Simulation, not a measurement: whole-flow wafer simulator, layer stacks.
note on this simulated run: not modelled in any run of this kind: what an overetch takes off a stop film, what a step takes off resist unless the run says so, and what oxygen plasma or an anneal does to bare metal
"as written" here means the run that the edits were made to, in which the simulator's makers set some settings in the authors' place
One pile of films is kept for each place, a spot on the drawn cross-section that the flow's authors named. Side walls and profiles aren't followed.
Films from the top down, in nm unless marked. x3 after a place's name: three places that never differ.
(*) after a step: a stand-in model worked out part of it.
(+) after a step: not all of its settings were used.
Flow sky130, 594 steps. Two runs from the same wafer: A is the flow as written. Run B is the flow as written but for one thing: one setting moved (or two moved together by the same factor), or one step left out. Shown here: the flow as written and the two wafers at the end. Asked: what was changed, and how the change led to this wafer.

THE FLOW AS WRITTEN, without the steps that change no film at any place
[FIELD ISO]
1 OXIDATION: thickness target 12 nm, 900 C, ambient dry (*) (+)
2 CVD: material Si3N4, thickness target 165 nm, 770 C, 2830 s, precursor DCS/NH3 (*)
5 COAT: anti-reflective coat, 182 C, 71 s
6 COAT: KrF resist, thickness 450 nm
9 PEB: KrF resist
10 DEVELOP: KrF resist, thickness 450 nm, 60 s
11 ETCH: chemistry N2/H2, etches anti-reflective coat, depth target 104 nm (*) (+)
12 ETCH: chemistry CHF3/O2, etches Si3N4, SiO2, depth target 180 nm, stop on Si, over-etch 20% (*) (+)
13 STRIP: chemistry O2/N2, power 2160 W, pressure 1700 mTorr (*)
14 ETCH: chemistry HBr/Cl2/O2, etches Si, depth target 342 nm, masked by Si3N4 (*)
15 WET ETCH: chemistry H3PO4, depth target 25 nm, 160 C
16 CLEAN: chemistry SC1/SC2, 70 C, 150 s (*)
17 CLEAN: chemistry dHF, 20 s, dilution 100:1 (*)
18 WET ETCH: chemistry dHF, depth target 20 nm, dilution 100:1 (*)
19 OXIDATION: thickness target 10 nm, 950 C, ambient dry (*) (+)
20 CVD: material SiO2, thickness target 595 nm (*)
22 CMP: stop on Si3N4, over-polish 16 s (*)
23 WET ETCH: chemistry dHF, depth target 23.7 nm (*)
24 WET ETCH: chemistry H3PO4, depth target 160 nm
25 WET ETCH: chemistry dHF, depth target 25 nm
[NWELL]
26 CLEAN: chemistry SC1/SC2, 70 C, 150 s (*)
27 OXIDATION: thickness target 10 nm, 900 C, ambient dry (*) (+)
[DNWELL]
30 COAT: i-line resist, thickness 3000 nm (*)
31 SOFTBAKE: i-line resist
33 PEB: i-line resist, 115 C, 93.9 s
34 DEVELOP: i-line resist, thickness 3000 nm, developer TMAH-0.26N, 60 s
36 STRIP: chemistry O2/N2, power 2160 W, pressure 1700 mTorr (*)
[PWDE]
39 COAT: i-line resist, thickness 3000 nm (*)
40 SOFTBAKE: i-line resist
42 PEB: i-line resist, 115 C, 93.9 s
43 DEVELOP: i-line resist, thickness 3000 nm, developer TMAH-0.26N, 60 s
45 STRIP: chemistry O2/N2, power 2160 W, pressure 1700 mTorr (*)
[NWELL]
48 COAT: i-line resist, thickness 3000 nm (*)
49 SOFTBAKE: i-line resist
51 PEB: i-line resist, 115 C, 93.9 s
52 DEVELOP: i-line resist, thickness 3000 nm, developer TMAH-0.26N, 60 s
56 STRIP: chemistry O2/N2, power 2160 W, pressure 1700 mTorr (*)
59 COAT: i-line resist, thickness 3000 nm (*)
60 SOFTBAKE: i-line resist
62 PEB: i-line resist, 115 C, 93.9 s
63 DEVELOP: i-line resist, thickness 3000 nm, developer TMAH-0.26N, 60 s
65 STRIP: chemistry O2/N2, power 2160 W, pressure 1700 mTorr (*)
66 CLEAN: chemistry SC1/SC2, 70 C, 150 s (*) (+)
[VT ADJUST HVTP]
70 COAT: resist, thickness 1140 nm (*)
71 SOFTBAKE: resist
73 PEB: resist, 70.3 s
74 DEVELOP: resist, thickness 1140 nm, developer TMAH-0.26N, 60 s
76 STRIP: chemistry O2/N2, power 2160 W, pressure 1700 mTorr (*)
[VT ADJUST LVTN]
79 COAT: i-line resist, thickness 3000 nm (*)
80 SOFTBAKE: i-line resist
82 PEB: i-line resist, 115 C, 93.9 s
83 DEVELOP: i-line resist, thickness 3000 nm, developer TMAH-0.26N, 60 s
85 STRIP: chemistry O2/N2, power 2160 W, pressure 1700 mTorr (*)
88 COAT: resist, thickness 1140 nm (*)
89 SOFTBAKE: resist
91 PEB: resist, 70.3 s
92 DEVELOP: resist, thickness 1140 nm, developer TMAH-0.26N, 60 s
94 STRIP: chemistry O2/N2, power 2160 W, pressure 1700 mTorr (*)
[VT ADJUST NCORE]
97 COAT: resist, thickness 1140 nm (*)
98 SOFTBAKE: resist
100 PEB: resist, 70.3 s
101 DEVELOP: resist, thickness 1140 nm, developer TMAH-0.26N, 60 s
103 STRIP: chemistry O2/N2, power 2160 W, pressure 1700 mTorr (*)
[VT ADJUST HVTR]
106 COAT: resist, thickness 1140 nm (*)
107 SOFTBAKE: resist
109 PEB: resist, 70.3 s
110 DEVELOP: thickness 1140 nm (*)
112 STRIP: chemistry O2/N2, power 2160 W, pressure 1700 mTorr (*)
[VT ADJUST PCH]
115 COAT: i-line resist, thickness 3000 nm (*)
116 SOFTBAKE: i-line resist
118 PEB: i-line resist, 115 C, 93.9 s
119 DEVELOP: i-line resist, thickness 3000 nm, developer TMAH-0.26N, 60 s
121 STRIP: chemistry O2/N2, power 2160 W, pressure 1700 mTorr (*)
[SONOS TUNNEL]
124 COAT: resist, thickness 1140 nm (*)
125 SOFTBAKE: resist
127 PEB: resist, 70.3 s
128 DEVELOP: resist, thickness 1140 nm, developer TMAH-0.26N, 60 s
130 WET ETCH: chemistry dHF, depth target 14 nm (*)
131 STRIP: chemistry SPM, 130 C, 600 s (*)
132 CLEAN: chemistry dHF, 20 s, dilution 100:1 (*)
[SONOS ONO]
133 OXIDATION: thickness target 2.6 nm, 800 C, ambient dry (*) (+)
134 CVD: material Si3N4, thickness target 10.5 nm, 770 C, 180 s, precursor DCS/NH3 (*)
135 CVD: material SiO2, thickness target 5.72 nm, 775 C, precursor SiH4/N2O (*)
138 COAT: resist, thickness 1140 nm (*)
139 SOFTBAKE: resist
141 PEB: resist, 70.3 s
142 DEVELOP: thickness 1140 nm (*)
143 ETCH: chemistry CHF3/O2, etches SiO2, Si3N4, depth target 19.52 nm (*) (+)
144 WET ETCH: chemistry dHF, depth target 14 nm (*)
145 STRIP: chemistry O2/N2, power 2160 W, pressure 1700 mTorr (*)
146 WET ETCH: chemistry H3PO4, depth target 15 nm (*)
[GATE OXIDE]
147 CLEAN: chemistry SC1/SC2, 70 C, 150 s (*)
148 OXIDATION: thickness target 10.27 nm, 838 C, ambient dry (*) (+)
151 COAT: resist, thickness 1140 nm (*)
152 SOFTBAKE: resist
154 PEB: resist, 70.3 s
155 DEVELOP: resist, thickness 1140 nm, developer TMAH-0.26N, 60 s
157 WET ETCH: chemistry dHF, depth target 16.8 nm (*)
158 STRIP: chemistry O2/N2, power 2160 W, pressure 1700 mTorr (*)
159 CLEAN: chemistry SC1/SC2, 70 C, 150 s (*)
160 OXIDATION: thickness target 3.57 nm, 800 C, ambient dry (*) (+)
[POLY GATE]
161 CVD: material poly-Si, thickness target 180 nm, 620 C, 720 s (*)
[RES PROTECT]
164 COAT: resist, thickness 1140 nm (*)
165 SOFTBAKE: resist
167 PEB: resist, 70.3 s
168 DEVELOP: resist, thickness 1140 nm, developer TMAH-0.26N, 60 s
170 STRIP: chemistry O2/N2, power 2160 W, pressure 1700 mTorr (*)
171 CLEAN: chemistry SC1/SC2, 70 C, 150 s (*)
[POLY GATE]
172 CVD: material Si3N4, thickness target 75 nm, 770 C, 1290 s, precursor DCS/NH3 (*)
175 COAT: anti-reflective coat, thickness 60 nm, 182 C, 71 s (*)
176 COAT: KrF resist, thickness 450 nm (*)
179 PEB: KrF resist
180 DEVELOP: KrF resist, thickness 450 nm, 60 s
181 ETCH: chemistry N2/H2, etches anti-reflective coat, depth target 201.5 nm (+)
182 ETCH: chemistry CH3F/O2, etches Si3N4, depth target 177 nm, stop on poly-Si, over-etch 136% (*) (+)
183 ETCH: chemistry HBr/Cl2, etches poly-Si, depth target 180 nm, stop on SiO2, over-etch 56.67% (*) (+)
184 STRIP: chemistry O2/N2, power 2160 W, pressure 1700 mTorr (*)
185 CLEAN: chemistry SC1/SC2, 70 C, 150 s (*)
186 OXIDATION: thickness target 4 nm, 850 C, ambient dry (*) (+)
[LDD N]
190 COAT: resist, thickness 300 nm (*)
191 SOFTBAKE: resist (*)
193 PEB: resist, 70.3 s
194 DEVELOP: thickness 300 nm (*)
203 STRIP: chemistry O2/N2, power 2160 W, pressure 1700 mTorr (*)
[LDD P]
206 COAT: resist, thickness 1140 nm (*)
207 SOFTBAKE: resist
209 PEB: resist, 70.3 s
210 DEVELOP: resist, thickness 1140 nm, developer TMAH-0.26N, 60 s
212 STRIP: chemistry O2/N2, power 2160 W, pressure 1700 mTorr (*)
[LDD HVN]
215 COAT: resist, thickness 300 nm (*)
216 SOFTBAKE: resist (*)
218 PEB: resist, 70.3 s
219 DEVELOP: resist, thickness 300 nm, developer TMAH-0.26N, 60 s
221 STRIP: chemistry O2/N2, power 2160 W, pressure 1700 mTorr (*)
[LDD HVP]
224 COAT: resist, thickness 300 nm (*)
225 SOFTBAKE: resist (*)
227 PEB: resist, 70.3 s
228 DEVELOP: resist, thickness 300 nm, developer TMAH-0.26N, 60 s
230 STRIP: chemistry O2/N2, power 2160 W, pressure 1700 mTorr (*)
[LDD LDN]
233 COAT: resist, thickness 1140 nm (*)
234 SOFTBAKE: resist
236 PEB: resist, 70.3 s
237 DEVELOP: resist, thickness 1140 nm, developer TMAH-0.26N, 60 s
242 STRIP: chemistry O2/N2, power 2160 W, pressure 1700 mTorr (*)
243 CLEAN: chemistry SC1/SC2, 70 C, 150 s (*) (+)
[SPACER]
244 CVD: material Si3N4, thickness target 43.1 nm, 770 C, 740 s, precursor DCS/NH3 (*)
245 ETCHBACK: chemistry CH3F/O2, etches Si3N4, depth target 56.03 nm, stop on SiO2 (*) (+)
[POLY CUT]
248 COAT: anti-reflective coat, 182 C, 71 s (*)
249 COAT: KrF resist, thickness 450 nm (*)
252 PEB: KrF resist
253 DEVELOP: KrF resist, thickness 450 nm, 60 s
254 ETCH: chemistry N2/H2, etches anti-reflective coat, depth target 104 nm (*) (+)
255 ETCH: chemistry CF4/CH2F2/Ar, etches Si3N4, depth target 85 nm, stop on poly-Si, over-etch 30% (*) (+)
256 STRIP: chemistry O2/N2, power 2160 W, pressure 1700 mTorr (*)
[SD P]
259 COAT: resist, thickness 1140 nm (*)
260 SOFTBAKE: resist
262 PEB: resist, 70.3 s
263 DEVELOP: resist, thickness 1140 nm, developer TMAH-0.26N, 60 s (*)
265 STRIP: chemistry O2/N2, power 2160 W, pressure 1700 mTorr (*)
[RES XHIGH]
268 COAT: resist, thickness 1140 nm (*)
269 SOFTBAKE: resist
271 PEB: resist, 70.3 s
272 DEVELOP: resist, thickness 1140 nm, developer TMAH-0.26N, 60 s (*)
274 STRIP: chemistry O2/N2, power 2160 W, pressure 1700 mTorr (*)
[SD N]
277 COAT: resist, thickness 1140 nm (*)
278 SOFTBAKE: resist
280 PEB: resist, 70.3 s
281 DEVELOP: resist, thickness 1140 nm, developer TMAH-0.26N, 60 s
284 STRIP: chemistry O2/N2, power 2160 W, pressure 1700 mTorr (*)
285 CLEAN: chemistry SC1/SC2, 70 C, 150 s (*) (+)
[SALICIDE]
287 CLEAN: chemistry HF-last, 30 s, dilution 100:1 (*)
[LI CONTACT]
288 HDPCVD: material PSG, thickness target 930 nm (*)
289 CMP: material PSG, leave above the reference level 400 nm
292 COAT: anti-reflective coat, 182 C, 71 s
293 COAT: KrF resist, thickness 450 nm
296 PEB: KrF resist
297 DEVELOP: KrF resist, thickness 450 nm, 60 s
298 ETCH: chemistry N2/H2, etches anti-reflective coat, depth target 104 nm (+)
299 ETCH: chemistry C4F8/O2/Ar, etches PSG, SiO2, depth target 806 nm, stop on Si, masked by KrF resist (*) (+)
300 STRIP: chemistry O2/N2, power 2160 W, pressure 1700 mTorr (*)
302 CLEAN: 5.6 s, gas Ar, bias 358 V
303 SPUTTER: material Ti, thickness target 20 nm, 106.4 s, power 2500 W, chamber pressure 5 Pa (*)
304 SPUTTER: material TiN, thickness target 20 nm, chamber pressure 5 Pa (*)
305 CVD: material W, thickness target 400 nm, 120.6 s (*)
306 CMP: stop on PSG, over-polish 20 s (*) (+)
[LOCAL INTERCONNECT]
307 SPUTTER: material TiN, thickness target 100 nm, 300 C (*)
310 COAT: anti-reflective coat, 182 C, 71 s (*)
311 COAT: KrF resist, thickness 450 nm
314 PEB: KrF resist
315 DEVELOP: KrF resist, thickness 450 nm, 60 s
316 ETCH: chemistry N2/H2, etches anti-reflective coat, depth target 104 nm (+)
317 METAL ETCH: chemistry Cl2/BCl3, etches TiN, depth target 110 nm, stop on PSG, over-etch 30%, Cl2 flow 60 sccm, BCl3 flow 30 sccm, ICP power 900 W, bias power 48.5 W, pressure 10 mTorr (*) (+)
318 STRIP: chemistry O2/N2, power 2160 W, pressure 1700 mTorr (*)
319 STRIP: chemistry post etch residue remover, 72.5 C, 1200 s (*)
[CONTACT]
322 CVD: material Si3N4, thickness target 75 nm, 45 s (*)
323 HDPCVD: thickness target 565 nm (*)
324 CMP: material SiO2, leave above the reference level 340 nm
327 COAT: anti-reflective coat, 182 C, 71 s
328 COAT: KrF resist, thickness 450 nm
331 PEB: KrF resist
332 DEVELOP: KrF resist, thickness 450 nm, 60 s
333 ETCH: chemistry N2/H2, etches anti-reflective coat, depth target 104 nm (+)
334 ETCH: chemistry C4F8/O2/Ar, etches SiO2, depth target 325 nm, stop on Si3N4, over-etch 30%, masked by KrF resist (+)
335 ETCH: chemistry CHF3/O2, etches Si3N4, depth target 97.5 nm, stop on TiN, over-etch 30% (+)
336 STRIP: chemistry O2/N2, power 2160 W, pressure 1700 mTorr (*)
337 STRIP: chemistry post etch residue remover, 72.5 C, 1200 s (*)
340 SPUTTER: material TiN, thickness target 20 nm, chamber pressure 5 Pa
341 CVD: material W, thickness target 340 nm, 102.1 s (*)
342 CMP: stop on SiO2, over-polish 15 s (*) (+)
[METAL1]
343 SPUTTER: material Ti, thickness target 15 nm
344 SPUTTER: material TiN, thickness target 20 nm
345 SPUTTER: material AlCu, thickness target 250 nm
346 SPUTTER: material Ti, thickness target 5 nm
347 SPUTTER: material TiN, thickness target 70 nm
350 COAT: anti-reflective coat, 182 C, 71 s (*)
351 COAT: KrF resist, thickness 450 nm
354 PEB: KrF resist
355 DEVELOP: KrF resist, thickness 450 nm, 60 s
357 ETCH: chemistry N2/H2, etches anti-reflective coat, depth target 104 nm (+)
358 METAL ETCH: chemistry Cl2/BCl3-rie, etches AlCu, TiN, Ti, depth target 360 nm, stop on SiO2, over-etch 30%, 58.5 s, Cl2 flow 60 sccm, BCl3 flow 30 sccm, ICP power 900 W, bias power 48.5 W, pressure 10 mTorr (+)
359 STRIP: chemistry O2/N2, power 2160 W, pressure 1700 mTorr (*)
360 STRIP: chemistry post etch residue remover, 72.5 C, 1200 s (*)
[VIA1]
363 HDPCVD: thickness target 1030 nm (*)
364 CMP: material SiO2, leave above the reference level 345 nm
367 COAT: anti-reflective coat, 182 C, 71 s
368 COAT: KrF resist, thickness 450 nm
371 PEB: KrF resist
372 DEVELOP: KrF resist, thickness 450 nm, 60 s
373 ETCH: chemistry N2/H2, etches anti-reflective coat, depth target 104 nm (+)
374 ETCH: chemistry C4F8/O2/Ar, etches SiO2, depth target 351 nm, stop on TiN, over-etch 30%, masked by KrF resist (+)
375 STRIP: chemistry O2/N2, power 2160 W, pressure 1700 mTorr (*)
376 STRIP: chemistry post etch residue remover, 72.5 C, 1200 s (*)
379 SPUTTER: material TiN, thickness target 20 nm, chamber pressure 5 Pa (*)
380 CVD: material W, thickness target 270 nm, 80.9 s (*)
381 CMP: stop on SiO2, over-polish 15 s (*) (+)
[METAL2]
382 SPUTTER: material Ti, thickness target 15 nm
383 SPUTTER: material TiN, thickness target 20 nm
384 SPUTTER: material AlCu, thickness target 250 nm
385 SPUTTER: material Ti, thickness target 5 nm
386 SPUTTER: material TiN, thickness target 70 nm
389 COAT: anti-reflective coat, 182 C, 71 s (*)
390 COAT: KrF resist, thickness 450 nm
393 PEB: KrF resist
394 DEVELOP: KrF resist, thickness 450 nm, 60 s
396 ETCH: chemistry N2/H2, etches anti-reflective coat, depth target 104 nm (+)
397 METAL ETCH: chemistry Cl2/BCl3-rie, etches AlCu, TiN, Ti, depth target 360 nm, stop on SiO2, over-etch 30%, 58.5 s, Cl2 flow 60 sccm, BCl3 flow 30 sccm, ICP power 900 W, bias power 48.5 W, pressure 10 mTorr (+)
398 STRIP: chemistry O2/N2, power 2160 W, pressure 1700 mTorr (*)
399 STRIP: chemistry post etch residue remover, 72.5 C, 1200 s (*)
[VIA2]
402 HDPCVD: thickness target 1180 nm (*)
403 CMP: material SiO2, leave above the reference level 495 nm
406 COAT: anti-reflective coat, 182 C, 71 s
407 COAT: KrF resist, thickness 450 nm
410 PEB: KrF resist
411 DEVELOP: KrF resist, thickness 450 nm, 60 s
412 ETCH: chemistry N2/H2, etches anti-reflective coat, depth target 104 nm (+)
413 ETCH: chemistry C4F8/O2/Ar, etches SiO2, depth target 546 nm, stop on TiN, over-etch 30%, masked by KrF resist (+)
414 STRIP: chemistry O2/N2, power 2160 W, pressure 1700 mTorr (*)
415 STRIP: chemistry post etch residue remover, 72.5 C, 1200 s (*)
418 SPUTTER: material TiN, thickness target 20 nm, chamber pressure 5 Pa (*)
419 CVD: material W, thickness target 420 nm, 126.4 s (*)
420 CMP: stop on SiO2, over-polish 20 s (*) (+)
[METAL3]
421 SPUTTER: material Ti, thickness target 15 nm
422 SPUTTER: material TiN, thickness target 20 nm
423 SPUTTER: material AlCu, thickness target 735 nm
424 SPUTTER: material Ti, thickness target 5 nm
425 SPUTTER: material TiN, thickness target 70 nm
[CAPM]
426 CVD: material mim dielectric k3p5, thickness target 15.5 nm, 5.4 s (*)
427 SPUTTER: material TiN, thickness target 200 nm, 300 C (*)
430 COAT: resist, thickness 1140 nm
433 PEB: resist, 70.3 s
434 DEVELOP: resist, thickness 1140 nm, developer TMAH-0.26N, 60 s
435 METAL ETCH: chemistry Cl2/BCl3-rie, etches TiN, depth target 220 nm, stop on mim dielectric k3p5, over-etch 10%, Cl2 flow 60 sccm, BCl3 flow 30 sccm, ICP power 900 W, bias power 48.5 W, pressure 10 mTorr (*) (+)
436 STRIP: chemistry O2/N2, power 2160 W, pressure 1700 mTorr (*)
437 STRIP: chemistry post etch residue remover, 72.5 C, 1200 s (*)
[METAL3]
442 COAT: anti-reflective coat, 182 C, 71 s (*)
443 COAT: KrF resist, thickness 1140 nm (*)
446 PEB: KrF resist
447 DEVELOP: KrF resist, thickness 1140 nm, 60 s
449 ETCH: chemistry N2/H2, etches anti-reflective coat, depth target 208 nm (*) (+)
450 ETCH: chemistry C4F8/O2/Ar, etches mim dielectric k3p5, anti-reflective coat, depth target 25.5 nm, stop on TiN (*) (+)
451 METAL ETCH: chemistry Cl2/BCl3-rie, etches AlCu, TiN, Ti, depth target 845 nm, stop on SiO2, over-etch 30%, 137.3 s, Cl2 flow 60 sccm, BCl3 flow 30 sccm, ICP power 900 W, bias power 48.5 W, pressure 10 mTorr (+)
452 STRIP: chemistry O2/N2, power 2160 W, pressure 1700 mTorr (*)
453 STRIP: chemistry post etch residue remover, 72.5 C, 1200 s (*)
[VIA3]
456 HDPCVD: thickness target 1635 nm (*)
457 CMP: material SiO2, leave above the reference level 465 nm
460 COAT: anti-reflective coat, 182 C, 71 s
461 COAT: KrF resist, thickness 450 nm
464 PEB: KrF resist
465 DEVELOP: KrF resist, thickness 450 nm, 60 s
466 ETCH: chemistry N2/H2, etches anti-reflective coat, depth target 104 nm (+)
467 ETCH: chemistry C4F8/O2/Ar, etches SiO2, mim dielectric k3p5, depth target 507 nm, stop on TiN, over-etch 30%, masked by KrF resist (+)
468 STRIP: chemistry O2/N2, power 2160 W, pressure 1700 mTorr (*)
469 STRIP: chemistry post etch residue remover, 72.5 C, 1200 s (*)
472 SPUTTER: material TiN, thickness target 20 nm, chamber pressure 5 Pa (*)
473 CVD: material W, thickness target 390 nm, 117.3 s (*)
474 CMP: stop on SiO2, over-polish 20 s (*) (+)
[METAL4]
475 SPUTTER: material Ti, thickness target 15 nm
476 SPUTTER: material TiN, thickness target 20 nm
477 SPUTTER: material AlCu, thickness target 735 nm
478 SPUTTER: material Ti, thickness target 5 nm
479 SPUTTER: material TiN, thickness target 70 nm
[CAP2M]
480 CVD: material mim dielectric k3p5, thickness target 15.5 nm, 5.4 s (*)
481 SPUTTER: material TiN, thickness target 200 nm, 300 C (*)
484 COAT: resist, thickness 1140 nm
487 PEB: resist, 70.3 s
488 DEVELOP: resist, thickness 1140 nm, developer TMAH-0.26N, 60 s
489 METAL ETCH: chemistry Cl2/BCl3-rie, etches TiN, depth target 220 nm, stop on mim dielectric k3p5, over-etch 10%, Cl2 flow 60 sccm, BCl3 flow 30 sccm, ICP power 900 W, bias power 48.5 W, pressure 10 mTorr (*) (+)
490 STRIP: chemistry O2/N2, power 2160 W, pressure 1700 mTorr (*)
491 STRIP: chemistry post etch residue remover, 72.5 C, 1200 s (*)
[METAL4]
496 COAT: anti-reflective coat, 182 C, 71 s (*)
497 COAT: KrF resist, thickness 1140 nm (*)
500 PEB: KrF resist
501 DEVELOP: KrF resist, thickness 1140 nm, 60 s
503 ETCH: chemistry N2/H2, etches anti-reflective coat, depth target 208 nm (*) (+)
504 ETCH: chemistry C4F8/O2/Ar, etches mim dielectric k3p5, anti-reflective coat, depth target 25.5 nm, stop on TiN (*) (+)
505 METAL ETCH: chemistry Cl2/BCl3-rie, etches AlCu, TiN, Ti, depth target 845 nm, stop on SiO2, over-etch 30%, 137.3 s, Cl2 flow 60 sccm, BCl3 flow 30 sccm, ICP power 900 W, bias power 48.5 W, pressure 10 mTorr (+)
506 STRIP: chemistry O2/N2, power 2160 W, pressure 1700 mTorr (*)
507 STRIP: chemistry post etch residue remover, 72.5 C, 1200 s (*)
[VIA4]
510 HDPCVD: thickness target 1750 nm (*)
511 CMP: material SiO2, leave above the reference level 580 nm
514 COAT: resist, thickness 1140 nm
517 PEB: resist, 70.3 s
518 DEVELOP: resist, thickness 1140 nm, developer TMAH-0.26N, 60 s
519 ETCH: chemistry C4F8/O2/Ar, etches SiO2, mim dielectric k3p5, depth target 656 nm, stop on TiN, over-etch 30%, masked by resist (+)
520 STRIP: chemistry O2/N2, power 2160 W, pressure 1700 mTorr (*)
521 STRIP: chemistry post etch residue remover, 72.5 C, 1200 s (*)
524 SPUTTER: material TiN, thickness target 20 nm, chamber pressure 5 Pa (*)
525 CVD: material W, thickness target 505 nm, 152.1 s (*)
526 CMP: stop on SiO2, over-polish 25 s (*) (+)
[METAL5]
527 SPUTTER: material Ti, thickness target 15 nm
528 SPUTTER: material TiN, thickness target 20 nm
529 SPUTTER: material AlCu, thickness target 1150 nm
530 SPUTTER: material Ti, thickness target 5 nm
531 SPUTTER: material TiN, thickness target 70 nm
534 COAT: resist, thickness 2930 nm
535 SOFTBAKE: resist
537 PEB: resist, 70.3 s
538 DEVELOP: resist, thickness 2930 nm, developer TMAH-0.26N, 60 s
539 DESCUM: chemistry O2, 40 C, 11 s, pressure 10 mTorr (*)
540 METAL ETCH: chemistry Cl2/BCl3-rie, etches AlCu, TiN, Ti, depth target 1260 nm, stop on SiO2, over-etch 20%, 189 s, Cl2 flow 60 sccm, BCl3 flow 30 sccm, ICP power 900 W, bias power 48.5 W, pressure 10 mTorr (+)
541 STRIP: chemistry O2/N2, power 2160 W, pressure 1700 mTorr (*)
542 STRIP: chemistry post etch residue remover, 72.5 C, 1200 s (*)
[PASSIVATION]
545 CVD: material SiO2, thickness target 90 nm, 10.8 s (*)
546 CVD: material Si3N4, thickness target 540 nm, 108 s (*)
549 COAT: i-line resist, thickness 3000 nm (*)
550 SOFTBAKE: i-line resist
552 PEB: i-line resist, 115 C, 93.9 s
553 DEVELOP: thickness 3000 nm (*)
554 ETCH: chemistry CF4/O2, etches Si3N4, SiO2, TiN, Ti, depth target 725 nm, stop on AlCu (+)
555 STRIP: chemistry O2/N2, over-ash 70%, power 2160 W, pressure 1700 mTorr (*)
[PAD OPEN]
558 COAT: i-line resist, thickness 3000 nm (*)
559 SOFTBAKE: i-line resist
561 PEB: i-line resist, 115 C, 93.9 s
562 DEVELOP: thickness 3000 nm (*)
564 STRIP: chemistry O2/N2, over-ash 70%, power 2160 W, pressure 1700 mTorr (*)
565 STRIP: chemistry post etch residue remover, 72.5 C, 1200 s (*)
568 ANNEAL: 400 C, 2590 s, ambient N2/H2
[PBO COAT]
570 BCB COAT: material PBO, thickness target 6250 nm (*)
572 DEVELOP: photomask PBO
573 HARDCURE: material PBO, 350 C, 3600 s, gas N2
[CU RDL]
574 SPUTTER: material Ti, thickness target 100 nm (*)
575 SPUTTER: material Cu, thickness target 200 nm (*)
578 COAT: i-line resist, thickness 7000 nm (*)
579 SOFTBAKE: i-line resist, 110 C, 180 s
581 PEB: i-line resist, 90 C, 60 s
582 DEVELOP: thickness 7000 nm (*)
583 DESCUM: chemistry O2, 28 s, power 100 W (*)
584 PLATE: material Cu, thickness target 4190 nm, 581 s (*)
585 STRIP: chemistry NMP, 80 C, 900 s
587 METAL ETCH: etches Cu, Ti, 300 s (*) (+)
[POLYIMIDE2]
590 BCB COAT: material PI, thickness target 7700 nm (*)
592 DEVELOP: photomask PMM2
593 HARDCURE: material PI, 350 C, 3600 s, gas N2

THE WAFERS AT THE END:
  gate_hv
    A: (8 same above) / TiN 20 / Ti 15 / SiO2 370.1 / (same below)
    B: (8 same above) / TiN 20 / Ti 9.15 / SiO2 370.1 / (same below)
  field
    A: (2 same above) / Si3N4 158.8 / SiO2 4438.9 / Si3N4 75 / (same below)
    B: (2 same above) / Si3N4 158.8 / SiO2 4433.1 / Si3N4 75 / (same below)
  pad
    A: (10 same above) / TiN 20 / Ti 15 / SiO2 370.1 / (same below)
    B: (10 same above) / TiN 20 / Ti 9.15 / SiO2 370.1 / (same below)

The cause: step 475, SPUTTER: thickness target 9.15 nm was run, where the flow has thickness target 15 nm.
It can be read off the wafer: gate_hv has Ti 9.15, and step 475 as written asks for 15 nm.

How the change led to this, step by step:
  475 SPUTTER: material Ti, thickness target 15 nm
      field, active, n_well and 189 more: A Ti +15 (new film) | B Ti +9.15 (new film)
  505 METAL ETCH: chemistry Cl2/BCl3-rie, etches AlCu, TiN, Ti, depth target 845 nm, stop on SiO2, over-etch 30%, 137.3 s, Cl2 flow 60 sccm, BCl3 flow 30 sccm, ICP power 900 W, bias power 48.5 W, pressure 10 mTorr (+)
      field, gate, spacer and 68 more: A TiN -70 (all of it), Ti -5 (all of it), AlCu -735 (all of it), TiN -20 (all of it), Ti -15 (all of it), SiO2 -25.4 | B TiN -70 (all of it), Ti -5 (all of it), AlCu -735 (all of it), TiN -20 (all of it), Ti -9.15 (all of it), SiO2 -25.9
      active, vpp_iso1, mim_edge_plate and 14 more: A TiN -70 (all of it), Ti -5 (all of it), AlCu -735 (all of it), TiN -20 (all of it), Ti -15 (all of it), SiO2 -25.3 | B TiN -70 (all of it), Ti -5 (all of it), AlCu -735 (all of it), TiN -20 (all of it), Ti -9.15 (all of it), SiO2 -25.9
